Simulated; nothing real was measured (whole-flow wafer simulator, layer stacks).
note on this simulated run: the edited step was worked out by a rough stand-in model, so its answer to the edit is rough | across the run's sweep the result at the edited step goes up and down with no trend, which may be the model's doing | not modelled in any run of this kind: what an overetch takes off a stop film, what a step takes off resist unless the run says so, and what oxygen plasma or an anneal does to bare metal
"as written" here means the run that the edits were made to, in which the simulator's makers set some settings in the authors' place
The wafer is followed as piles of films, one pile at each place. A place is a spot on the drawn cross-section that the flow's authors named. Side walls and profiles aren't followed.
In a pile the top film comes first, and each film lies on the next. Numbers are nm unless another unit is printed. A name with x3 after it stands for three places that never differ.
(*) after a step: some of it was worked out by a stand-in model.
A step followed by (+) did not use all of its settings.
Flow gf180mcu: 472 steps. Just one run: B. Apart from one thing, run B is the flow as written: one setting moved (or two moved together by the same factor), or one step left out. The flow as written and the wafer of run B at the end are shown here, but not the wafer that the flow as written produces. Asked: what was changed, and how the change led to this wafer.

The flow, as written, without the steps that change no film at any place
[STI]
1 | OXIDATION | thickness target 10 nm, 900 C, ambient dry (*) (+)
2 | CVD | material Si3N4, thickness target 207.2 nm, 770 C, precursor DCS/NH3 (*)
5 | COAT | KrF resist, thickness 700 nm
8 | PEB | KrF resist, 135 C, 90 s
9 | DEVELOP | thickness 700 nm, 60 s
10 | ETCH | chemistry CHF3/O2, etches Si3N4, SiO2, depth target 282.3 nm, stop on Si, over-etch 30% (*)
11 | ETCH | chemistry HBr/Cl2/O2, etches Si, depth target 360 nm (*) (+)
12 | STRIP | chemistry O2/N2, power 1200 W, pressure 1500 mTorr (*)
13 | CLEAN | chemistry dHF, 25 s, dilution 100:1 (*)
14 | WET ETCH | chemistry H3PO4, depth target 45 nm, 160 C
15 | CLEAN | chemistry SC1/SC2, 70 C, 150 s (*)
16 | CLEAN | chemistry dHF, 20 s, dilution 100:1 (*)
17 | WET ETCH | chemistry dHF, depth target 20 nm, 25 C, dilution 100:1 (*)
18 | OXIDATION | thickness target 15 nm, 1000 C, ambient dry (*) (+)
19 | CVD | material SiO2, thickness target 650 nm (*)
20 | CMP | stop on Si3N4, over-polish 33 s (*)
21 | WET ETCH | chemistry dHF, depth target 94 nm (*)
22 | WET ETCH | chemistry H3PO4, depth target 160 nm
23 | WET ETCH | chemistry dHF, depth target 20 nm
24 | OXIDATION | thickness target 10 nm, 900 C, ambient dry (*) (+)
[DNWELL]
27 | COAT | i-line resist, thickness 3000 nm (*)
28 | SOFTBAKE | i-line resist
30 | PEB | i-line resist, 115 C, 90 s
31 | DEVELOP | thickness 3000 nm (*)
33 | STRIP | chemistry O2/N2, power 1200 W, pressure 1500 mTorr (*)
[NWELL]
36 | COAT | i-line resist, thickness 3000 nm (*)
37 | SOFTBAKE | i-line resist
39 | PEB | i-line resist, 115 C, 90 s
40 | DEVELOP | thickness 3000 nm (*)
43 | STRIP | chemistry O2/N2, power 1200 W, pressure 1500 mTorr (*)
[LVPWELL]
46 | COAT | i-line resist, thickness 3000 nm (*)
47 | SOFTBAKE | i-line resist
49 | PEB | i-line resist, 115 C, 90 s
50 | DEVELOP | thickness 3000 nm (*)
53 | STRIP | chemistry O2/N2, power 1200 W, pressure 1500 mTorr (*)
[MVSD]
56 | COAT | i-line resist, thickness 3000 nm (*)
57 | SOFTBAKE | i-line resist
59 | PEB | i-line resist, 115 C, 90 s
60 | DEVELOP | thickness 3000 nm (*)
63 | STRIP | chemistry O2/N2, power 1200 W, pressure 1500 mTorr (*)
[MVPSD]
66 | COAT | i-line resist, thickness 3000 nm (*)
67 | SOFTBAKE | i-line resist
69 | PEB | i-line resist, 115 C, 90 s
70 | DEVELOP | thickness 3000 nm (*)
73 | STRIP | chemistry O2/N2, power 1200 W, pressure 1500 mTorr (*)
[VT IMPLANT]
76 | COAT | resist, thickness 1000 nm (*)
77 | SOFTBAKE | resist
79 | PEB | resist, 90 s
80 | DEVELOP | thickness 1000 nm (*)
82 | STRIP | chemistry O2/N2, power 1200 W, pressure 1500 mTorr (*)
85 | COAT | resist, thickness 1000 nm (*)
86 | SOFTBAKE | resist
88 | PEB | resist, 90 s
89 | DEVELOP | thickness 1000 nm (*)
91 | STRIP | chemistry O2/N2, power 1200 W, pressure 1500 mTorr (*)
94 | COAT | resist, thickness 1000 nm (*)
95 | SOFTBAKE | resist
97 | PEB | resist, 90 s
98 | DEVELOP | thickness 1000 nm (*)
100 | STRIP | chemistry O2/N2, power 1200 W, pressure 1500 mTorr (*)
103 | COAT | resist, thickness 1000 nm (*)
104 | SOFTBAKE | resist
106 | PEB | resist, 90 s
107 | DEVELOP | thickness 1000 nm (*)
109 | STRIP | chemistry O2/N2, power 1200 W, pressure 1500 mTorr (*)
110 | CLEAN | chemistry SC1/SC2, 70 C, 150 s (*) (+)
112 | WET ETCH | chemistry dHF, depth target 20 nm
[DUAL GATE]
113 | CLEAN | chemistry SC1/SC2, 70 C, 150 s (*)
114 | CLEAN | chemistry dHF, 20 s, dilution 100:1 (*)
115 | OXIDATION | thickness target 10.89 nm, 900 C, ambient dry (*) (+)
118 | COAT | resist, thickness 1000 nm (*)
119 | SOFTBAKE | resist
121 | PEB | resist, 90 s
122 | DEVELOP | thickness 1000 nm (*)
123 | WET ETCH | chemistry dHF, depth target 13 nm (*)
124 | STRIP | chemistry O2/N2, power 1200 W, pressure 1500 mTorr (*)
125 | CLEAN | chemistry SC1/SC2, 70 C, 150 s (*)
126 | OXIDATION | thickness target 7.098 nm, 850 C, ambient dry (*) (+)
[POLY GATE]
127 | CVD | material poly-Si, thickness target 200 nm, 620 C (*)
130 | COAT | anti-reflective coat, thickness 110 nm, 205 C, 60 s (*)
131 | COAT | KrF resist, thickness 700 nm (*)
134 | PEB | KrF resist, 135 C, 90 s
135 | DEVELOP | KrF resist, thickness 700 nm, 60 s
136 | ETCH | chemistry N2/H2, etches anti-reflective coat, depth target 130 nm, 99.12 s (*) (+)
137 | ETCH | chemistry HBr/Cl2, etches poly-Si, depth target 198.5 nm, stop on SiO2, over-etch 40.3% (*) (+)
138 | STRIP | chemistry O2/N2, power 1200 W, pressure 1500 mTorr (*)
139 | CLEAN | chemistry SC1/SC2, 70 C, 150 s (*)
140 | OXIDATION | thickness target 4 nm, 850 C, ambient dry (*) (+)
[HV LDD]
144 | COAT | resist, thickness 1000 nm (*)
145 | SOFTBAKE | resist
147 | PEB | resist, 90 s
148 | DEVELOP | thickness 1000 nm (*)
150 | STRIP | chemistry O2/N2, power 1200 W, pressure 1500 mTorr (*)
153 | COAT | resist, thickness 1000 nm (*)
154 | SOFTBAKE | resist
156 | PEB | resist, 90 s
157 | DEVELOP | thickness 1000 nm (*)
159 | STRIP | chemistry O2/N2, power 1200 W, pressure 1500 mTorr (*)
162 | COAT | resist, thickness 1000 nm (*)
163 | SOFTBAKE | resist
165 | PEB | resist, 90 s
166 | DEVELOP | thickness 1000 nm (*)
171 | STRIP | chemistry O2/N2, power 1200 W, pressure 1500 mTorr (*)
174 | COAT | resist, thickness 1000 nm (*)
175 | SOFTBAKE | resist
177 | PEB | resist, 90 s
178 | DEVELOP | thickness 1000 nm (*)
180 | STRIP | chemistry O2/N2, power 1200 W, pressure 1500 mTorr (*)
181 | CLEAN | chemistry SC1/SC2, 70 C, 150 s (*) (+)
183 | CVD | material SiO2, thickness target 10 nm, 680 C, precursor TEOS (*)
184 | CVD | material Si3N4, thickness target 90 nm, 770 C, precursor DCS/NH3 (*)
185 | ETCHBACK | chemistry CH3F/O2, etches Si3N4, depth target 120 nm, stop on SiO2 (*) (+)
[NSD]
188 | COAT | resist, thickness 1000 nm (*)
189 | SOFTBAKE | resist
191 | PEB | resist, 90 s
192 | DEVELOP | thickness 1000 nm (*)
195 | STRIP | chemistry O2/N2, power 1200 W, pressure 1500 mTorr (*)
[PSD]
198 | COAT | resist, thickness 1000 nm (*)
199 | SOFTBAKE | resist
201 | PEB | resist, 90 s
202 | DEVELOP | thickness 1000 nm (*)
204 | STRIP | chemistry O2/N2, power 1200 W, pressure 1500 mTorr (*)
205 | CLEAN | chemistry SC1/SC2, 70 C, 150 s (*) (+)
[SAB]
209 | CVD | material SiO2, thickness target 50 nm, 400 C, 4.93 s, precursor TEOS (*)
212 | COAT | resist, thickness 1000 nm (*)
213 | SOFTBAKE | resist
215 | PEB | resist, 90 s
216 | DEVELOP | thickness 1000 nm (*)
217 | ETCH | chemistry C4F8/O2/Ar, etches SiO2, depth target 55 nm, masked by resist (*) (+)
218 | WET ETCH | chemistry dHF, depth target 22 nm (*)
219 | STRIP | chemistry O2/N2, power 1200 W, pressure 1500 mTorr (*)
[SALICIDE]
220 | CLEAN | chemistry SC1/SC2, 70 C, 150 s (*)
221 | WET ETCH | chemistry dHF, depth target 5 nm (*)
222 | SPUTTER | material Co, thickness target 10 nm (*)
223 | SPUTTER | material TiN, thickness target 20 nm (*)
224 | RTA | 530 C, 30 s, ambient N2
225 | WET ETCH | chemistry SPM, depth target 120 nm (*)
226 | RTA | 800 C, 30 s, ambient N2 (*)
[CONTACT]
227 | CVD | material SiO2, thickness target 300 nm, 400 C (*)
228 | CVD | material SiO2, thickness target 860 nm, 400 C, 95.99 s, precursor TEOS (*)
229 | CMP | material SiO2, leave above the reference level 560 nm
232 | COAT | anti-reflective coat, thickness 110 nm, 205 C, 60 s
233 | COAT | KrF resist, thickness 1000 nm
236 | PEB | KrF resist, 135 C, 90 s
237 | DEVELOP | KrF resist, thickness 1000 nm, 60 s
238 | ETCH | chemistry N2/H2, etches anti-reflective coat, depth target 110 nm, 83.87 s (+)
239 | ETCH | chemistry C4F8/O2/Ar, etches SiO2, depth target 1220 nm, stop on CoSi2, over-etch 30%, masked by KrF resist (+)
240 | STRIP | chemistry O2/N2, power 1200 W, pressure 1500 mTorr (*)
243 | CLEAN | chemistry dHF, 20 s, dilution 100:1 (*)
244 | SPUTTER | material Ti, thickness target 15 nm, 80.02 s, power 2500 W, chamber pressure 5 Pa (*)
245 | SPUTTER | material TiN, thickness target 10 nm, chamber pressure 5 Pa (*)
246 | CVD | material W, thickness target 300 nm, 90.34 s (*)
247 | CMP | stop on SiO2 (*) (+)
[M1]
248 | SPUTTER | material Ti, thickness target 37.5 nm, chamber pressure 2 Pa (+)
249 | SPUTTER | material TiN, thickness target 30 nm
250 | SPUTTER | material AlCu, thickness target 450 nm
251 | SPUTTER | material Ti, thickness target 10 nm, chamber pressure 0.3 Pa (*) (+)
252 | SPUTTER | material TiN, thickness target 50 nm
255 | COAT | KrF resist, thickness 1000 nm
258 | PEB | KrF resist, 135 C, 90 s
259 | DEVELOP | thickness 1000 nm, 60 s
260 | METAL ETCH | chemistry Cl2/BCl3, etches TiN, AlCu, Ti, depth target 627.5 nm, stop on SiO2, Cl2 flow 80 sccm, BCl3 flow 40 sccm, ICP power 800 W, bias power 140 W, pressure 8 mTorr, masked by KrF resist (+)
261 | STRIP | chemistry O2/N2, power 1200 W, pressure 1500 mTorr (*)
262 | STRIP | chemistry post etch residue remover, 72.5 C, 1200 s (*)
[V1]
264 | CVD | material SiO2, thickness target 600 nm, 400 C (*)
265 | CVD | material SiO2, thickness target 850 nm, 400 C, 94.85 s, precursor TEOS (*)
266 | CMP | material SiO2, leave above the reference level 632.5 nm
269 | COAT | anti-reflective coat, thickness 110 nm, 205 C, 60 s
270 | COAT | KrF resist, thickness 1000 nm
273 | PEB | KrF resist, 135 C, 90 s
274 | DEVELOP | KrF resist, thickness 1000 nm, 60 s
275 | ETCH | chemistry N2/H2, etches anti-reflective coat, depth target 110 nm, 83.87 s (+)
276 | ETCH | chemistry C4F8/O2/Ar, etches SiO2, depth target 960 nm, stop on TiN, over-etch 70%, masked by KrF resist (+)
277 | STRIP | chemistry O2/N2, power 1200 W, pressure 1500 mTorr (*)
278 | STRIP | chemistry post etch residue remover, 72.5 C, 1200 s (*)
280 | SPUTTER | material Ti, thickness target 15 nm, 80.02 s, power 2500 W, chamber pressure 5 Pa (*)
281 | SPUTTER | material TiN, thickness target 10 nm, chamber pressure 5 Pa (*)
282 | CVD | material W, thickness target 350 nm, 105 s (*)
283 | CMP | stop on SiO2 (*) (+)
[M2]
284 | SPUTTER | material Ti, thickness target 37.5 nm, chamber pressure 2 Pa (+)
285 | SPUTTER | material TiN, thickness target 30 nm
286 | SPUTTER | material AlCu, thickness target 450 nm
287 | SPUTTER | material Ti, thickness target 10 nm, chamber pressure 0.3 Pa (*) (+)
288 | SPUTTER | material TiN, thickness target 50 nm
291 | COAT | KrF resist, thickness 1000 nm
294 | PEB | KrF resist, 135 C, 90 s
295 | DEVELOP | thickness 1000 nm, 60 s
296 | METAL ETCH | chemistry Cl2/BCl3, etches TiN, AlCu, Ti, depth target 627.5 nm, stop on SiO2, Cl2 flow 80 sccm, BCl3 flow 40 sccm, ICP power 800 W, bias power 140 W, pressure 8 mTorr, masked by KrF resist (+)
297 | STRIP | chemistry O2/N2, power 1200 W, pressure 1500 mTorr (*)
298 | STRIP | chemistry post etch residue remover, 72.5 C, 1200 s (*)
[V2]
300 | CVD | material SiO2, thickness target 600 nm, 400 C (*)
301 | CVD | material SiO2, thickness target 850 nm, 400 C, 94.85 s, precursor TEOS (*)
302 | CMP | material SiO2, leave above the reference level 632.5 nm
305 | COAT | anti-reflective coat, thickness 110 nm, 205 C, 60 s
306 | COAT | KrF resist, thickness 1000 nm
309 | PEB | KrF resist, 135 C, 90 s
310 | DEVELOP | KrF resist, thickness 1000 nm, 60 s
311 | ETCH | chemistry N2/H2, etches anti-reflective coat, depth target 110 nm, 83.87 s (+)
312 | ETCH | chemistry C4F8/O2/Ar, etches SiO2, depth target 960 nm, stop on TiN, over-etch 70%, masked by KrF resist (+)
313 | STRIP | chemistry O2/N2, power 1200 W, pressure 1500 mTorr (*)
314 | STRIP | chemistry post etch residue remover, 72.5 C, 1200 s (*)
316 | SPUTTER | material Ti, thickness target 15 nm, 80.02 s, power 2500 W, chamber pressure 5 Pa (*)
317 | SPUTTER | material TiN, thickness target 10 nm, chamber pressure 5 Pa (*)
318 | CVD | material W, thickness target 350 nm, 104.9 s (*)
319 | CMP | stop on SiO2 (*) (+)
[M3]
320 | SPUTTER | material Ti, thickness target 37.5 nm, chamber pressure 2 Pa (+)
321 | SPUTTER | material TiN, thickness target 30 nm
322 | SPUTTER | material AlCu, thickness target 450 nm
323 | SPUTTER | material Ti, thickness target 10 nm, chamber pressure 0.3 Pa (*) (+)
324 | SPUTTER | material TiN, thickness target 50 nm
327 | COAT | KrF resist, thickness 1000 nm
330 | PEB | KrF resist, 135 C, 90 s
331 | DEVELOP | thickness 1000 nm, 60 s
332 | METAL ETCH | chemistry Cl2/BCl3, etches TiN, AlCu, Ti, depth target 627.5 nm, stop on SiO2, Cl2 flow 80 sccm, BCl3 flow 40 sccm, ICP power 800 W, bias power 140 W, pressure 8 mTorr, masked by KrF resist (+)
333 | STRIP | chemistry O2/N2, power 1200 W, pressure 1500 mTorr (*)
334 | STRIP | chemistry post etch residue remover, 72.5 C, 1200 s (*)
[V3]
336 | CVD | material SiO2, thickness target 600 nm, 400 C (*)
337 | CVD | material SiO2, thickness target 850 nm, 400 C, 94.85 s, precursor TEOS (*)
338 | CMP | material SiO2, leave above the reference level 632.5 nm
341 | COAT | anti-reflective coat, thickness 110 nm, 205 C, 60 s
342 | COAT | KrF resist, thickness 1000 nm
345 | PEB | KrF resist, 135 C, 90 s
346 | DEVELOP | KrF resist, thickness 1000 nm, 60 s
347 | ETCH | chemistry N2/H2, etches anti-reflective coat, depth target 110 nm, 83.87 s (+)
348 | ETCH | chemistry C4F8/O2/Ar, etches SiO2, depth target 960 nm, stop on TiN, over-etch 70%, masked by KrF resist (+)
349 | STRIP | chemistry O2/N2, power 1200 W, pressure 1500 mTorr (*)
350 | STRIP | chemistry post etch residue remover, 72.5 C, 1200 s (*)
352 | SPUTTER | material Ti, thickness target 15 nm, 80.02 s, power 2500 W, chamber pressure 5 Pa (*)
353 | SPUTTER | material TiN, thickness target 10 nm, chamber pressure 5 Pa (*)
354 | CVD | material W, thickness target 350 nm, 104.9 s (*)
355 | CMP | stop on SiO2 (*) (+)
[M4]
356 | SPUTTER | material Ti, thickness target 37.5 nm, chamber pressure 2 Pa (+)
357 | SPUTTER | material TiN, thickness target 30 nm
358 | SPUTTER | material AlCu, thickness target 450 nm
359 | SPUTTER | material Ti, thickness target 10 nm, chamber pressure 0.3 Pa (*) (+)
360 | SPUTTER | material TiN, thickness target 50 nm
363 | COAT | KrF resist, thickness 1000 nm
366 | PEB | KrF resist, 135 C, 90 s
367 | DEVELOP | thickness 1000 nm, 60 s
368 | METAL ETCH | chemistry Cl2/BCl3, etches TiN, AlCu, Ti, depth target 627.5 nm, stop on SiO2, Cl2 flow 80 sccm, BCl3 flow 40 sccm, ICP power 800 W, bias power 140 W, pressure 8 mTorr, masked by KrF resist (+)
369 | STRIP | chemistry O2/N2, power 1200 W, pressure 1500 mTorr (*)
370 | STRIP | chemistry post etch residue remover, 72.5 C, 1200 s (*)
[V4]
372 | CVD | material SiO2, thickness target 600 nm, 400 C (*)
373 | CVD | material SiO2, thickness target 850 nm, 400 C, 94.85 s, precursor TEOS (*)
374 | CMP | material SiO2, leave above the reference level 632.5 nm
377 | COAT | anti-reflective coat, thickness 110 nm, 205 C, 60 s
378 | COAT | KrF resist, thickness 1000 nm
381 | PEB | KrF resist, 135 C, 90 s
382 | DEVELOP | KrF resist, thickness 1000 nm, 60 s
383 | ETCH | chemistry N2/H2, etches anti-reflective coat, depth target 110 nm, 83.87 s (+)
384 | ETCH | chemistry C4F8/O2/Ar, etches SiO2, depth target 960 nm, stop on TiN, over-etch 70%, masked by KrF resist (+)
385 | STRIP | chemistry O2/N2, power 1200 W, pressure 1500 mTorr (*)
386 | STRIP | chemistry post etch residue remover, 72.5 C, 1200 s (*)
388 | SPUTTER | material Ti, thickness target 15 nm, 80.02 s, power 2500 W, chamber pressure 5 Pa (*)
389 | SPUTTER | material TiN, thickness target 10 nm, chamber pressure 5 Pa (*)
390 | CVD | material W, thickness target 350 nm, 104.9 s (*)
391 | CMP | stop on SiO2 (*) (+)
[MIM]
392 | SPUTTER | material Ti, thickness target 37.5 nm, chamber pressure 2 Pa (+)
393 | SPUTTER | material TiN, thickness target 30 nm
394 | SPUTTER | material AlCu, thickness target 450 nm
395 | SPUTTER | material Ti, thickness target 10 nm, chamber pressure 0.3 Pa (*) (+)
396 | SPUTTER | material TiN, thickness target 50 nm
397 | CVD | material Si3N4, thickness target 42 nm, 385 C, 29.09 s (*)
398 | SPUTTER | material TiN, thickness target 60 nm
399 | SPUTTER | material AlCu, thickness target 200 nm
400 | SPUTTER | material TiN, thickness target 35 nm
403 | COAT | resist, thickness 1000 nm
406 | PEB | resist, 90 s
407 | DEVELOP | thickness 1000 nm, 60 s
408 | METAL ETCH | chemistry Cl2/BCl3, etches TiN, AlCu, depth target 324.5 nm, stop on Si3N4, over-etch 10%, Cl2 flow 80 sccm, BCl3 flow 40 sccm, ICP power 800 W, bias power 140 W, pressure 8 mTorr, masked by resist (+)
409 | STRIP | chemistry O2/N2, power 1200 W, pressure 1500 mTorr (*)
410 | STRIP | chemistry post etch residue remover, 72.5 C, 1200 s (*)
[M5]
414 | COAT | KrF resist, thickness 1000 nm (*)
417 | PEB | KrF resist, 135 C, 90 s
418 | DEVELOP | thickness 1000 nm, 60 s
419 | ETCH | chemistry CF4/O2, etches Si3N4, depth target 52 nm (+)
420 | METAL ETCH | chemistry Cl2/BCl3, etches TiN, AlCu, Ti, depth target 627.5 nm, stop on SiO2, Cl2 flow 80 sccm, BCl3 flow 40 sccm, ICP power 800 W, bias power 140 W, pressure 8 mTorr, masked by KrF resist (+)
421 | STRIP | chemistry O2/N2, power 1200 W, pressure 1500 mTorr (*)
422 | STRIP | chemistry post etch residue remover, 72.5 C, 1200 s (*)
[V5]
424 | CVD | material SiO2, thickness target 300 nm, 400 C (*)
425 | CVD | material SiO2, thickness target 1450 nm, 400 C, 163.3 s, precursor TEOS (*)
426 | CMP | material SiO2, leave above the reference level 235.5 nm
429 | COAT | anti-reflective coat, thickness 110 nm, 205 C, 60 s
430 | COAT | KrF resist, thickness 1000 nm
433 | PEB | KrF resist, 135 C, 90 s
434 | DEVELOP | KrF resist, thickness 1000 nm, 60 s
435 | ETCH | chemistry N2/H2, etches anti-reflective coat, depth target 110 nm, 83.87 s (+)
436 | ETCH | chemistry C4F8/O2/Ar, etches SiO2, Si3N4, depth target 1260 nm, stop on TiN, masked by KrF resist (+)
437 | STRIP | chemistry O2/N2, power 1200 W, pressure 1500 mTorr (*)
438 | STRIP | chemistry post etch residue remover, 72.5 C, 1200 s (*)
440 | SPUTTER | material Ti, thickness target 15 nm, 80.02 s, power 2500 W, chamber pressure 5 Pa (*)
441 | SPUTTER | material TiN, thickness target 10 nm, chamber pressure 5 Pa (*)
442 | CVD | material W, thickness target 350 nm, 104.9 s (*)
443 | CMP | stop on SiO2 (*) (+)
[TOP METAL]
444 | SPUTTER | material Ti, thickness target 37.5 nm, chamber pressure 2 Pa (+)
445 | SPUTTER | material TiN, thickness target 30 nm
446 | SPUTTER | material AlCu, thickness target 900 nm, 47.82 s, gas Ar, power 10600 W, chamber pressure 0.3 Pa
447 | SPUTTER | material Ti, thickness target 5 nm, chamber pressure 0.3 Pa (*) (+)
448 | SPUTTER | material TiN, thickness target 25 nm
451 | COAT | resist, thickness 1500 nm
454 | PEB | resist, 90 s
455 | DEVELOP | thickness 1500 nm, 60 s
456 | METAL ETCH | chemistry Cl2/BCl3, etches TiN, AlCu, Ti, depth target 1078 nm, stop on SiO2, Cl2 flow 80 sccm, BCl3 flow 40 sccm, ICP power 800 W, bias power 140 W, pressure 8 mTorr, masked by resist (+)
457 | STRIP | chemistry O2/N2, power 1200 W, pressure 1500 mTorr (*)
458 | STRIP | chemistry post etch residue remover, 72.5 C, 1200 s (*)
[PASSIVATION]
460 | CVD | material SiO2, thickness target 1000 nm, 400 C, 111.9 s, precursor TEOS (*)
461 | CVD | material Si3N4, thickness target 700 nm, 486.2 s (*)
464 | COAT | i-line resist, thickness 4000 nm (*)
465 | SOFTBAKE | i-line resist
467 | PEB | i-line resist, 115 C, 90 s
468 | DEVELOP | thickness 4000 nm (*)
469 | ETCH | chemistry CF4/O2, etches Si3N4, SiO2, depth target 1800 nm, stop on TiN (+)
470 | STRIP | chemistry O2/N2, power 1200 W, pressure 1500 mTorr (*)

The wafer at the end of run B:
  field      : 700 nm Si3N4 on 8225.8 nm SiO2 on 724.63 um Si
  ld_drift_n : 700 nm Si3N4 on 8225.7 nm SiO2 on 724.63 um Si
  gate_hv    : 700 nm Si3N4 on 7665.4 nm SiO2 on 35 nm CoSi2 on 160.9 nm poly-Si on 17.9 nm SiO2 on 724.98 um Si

The reason: step 126, OXIDATION: thickness target 11.36 nm was run, while the flow as written has thickness target 7.098 nm.

The path from the change to this, step by step:
  126 | OXIDATION | thickness target 7.098 nm, 850 C, ambient dry (*) (+)
      gate_hv, active_hv, active_nat and 25 more: +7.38 SiO2, -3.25 Si (it would be, as written: +3.72 SiO2, -1.64 Si)
      active, n_well, p_well and 12 more: +11.4 SiO2 (new film), -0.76 chemical SiO2 (all of it), -4.66 Si (it would be, as written: +7.1 SiO2 (new film), -0.76 chemical SiO2 (all of it), -2.79 Si)
      (and at 49 other places as well)
  189 | SOFTBAKE | resist
      nw_enc_fld_lv__w3: -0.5 resist (it would be, as written: +0.35 resist)
      active_nat: +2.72 resist (it would be, as written: +1.71 resist)
  199 | SOFTBAKE | resist
      nw_enc_fld_lv__w3: -0.5 resist (it would be, as written: +0.35 resist)
      active_nat: +2.72 resist (it would be, as written: +1.71 resist)
  218 | WET ETCH | chemistry dHF, depth target 22 nm (*)
      ldn_tap, ldn_src, ldn_drn, ldp_tap, ldp_src, ldp_drn, ldp_gr: -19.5 SiO2 (all of it) (it would be, as written: -16 SiO2 (all of it))
      iso_ptap_pw, iso_ntap_nw, iso_ptap_sub, vpnp_e: -13 SiO2 (all of it) (it would be, as written: -9.01 SiO2 (all of it))
      (and at 12 other places as well)
